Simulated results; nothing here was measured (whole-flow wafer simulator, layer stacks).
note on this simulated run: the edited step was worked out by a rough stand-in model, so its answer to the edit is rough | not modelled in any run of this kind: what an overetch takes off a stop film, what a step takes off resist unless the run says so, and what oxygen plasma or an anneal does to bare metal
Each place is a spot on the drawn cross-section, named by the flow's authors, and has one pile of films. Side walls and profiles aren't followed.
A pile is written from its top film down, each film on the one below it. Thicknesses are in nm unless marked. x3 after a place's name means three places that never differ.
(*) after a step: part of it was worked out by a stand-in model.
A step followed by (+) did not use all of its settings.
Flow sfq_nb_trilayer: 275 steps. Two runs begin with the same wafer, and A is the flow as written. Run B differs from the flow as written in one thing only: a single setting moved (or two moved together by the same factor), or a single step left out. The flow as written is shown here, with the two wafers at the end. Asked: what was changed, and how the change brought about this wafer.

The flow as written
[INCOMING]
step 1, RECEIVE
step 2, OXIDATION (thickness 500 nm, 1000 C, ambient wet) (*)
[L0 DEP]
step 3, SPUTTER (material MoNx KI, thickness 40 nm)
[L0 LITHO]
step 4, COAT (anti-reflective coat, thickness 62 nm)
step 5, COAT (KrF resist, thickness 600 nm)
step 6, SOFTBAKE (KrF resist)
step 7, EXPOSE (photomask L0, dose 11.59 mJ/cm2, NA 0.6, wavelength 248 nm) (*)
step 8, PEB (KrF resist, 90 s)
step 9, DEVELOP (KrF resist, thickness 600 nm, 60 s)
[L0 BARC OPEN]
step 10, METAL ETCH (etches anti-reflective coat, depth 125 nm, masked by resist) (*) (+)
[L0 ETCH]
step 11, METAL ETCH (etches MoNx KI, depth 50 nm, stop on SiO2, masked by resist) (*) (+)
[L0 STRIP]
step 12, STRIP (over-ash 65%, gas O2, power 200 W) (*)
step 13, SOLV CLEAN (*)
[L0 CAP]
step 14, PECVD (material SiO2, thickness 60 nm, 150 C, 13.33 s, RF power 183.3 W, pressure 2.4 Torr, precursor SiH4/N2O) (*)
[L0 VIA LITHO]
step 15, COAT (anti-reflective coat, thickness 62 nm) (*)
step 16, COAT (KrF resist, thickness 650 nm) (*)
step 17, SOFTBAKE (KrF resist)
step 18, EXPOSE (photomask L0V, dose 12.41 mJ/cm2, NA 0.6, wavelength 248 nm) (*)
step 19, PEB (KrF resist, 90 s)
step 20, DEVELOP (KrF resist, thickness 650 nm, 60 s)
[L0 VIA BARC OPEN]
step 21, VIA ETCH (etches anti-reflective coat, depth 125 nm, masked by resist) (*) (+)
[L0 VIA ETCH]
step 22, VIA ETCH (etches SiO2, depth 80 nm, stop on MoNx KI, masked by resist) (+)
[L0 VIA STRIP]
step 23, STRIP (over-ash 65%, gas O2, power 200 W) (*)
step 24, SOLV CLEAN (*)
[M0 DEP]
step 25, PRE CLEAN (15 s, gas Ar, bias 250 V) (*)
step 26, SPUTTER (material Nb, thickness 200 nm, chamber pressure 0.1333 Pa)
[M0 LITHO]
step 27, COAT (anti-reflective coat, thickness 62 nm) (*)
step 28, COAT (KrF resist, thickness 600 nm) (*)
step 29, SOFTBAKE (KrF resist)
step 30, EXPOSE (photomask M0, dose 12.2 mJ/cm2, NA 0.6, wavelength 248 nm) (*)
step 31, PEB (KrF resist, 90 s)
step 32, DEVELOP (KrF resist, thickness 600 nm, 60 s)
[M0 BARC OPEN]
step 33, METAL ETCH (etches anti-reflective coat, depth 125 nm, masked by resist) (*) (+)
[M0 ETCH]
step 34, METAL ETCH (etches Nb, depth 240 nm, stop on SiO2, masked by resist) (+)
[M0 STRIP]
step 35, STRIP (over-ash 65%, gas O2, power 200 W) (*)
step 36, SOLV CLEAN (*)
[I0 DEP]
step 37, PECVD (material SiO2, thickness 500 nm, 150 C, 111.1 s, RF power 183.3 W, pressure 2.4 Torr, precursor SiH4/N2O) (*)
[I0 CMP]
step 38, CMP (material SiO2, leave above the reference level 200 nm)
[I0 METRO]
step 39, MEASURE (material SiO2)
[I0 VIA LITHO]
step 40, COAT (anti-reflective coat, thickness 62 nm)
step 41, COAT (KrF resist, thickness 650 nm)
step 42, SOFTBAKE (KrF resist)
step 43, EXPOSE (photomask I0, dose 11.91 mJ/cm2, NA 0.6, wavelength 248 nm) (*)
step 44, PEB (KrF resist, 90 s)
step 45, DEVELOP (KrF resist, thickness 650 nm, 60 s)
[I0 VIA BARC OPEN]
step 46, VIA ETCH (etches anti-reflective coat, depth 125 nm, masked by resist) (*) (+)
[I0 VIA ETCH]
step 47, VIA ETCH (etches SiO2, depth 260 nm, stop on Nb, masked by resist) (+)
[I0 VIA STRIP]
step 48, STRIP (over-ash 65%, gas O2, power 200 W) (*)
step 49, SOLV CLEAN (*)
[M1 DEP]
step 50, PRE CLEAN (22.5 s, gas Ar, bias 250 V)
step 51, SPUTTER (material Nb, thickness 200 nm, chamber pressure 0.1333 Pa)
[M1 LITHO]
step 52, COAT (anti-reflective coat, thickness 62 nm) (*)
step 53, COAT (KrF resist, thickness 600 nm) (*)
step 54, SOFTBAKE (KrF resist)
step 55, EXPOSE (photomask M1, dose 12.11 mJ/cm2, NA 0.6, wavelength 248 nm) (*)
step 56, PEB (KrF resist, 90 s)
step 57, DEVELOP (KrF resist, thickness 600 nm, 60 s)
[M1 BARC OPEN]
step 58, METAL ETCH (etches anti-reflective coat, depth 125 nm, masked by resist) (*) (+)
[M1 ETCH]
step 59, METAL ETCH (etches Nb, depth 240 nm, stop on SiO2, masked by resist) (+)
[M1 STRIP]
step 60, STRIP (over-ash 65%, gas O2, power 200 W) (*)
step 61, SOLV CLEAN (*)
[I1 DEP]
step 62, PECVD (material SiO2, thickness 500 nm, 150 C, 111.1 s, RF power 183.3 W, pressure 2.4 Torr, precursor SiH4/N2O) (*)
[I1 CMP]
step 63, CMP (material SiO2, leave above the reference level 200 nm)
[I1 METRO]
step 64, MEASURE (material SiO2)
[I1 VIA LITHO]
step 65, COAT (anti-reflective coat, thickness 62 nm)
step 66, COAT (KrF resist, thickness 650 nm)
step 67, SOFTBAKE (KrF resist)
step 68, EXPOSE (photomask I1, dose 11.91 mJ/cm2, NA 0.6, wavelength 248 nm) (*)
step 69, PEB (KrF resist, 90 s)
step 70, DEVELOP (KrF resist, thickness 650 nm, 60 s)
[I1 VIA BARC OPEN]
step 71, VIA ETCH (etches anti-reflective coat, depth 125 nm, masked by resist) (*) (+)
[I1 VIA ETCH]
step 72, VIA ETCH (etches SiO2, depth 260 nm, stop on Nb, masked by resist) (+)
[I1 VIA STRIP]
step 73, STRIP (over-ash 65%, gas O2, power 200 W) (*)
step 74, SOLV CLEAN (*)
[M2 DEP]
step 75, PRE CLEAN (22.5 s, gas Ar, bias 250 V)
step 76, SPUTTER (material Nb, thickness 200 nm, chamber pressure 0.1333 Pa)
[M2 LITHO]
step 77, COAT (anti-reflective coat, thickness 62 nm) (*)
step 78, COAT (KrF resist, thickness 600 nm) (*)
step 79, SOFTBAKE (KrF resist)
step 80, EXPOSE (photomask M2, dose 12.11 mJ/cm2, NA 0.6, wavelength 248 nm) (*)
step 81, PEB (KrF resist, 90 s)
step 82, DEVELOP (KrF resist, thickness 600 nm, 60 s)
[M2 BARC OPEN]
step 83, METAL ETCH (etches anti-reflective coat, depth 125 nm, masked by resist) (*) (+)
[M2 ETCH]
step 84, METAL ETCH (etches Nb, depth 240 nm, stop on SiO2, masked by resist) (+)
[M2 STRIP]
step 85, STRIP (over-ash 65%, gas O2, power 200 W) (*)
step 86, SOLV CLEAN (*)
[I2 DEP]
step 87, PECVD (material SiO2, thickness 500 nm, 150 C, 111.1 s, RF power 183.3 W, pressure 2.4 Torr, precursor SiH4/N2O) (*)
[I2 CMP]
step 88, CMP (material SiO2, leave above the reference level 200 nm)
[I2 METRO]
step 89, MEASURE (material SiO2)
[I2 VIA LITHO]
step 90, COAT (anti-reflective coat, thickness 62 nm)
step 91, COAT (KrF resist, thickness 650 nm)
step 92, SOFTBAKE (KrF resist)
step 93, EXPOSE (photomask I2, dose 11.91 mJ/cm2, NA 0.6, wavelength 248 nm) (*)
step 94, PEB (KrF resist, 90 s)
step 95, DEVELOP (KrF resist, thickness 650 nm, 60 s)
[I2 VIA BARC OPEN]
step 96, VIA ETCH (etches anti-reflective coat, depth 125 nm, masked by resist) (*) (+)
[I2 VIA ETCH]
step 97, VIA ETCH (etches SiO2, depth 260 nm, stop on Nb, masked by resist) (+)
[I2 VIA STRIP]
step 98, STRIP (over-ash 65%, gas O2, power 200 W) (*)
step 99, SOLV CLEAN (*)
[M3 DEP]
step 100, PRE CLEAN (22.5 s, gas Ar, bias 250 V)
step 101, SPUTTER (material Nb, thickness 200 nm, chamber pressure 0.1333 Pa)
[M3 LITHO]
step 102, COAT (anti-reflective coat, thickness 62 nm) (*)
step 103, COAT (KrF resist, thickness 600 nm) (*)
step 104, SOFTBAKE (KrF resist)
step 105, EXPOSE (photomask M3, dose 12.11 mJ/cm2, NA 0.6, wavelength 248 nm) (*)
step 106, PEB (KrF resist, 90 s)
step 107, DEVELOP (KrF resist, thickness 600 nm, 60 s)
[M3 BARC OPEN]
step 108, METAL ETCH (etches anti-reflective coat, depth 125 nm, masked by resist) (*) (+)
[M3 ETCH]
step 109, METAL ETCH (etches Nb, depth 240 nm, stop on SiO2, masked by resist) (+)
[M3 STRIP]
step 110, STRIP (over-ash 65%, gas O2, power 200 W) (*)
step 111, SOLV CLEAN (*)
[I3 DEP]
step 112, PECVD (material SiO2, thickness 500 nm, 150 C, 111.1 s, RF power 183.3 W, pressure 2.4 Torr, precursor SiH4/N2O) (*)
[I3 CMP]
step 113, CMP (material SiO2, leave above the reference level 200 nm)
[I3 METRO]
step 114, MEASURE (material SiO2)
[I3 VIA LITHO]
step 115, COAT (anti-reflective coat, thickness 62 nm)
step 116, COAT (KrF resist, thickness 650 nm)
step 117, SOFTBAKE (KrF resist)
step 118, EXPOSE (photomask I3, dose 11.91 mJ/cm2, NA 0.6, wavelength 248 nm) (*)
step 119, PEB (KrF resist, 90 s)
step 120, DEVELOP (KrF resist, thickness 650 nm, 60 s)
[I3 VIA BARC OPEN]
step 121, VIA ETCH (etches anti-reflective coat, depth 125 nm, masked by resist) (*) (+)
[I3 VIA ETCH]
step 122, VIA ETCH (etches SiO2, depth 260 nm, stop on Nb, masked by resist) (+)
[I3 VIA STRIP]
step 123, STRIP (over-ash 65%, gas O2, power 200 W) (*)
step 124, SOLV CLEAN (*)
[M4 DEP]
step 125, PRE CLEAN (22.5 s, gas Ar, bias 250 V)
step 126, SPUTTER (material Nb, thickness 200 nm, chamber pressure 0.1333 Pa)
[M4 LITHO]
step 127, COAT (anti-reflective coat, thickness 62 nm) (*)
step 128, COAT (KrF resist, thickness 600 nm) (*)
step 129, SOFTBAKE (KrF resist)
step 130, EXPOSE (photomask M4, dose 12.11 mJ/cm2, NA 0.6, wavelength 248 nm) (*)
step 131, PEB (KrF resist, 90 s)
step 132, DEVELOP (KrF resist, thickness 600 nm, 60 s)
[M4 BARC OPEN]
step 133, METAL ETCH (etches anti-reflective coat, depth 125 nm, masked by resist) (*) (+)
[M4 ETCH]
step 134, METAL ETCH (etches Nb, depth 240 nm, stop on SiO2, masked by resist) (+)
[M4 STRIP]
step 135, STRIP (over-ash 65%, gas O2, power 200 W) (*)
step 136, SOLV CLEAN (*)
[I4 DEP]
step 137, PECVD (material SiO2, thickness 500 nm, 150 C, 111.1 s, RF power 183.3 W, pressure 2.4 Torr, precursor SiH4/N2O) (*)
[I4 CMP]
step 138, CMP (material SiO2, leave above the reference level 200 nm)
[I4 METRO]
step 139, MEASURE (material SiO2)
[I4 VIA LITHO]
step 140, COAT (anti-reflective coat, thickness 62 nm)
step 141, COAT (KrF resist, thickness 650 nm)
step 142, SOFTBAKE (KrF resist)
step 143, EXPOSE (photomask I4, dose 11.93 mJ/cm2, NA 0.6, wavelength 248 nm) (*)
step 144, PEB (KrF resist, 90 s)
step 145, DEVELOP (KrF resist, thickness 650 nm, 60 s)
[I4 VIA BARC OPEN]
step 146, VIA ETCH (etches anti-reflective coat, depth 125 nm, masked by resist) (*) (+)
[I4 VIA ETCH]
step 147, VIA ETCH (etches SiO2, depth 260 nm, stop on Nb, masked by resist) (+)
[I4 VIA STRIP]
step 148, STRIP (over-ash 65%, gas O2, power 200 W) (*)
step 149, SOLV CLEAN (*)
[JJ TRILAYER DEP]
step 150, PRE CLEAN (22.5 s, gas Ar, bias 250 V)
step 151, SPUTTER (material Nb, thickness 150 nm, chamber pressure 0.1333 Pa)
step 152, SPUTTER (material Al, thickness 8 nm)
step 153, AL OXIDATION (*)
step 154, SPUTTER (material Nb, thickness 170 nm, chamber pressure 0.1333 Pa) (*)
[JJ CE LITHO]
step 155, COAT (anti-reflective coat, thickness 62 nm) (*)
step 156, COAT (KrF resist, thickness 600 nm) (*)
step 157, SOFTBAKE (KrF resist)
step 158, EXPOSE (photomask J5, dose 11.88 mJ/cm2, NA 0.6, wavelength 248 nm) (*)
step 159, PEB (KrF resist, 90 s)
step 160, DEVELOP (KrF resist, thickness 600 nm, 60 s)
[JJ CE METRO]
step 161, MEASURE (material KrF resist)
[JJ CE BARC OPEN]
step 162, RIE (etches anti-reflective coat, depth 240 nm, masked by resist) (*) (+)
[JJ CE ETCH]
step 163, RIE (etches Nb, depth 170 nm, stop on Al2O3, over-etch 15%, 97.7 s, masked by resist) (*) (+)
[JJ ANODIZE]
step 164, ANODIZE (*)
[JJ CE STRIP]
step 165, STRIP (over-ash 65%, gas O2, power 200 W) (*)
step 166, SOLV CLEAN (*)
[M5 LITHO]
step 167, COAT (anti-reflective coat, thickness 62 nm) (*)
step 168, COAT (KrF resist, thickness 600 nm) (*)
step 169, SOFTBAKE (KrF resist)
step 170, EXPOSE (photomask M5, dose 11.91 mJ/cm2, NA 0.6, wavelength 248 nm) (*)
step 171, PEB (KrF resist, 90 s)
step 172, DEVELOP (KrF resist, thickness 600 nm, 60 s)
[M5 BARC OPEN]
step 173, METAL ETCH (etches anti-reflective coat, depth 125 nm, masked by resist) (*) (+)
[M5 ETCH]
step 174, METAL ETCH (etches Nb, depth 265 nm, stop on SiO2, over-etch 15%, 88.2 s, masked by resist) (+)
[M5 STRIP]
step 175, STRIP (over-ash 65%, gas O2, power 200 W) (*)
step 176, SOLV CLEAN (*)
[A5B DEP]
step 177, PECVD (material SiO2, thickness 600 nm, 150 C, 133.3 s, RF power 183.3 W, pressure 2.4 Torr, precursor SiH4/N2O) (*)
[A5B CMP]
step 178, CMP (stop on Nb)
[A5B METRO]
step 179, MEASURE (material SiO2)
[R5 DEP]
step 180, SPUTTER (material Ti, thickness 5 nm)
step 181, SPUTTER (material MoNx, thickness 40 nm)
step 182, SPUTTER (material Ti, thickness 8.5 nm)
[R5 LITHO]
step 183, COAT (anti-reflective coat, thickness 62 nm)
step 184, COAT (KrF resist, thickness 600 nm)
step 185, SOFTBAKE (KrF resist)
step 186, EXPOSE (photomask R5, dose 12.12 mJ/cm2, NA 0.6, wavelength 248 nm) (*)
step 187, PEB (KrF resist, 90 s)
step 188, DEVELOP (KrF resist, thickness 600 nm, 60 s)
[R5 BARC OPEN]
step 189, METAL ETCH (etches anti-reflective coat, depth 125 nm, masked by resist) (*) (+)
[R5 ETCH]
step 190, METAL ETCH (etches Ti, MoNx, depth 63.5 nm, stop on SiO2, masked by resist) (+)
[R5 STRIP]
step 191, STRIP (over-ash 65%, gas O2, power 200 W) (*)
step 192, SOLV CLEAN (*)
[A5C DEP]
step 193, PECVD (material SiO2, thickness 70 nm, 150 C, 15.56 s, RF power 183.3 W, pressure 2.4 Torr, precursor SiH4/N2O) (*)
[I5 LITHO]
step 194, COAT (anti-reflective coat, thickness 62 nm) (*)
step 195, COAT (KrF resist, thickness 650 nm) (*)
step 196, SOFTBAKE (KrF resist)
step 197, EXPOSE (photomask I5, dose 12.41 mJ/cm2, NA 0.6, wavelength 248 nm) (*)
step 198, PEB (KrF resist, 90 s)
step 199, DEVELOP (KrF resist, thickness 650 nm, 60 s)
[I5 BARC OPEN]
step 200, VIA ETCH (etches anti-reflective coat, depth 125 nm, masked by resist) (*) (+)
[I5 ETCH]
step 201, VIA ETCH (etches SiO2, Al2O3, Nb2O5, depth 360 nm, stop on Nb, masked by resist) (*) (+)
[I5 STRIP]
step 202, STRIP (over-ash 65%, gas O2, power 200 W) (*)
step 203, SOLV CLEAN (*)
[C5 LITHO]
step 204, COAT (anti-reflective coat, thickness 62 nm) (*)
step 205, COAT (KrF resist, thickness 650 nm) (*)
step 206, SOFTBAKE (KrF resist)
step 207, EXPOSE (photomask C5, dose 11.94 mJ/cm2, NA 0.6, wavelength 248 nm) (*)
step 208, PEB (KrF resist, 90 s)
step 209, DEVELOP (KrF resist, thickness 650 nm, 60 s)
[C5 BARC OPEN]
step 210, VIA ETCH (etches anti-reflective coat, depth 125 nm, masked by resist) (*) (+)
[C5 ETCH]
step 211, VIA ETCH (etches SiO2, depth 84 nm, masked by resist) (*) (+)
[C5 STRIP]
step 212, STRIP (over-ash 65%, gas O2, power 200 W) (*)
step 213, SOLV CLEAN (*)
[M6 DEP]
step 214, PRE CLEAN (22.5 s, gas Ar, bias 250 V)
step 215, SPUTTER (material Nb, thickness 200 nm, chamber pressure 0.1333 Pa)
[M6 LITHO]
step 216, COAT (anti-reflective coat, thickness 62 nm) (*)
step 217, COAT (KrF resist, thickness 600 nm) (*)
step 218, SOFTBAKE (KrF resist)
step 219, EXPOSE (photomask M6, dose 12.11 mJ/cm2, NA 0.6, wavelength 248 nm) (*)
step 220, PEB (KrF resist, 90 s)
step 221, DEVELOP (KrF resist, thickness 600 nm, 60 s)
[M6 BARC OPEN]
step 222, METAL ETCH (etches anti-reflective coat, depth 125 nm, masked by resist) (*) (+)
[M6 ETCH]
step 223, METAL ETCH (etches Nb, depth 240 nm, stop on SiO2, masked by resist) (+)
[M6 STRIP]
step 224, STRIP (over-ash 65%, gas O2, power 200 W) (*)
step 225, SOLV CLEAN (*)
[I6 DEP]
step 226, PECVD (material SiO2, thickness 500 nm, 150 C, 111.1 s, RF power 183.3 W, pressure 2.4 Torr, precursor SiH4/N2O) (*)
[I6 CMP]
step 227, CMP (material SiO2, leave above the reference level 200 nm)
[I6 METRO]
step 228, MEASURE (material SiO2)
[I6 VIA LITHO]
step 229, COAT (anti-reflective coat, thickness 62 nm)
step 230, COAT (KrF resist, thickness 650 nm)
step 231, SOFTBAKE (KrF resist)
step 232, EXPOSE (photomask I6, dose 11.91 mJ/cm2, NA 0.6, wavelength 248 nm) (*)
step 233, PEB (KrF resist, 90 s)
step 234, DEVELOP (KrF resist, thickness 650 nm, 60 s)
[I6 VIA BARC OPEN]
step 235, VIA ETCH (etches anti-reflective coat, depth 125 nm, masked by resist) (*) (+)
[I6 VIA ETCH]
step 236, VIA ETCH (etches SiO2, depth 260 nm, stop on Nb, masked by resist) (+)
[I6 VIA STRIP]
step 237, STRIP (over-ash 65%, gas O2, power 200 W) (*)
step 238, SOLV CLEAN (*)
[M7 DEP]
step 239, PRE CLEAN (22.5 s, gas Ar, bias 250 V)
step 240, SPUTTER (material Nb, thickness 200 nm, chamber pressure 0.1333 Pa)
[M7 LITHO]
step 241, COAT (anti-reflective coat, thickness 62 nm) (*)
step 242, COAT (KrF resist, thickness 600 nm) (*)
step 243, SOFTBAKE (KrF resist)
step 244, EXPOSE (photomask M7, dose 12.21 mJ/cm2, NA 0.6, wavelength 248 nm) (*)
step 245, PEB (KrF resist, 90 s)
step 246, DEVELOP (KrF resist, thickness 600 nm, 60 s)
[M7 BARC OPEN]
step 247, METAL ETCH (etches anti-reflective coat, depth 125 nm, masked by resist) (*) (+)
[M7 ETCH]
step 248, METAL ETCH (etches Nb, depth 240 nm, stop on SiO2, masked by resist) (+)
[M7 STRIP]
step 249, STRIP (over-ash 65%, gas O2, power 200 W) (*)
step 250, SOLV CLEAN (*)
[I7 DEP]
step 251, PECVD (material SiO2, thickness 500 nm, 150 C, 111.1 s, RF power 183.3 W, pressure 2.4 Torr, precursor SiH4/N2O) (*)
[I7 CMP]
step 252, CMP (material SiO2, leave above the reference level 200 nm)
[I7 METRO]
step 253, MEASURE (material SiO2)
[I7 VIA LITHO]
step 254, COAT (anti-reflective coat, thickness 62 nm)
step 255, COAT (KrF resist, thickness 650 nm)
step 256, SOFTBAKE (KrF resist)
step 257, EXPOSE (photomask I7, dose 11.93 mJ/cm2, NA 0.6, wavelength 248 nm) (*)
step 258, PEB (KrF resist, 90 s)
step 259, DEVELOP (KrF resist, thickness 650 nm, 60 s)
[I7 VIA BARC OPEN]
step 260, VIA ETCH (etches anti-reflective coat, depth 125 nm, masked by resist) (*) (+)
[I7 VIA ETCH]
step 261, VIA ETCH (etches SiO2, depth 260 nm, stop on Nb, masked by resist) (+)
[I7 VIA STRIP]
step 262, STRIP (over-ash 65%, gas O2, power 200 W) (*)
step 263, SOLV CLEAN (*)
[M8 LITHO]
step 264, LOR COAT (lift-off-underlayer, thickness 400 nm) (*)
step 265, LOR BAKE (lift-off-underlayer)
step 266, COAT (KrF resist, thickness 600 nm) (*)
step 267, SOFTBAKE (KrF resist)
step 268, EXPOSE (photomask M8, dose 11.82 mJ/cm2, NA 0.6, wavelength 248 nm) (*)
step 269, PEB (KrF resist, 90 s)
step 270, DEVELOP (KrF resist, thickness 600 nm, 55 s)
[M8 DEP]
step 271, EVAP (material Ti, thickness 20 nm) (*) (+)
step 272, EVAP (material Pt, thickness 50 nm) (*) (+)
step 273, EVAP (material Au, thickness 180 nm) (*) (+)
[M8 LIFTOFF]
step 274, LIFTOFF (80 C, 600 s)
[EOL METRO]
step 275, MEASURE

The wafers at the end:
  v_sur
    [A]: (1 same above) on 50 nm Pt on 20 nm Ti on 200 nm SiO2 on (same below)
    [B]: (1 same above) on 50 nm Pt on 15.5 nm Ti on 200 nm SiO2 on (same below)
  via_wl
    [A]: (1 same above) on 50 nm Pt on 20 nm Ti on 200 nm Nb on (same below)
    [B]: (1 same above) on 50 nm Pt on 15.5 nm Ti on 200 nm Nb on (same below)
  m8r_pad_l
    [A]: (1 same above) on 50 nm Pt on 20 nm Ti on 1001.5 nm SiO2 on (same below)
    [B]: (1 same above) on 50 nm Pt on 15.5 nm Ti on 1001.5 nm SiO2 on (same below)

What caused this: step 271, EVAP: thickness 15.5 nm was run, whereas the flow has thickness 20 nm.
The wafer lets one read it off: v_sur has Ti 15.5, and step 271 as written asks for 20 nm.

Step by step, how the change led to this:
  step 271, EVAP (material Ti, thickness 20 nm) (*) (+)
      field_l, v_sur, via_wl and 103 more: A Ti gains 20 (new film) | B Ti gains 15.5 (new film)
  step 274, LIFTOFF (80 C, 600 s)
      p4_fl, p4_fm, p4_w1 and 71 more: A Au loses 180 (all of it), Pt loses 50 (all of it), Ti loses 20 (all of it), KrF resist loses 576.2 (all of it), lift-off-underlayer loses 400 (all of it) | B Au loses 180 (all of it), Pt loses 50 (all of it), Ti loses 15.5 (all of it), KrF resist loses 576.2 (all of it), lift-off-underlayer loses 400 (all of it)
      c5j, ce_r: A Au loses 180 (all of it), Pt loses 50 (all of it), Ti loses 20 (all of it), KrF resist loses 573.3 (all of it), lift-off-underlayer loses 399.3 (all of it) | B Au loses 180 (all of it), Pt loses 50 (all of it), Ti loses 15.5 (all of it), KrF resist loses 573.3 (all of it), lift-off-underlayer loses 399.3 (all of it)
      (and at 19 other places as well)
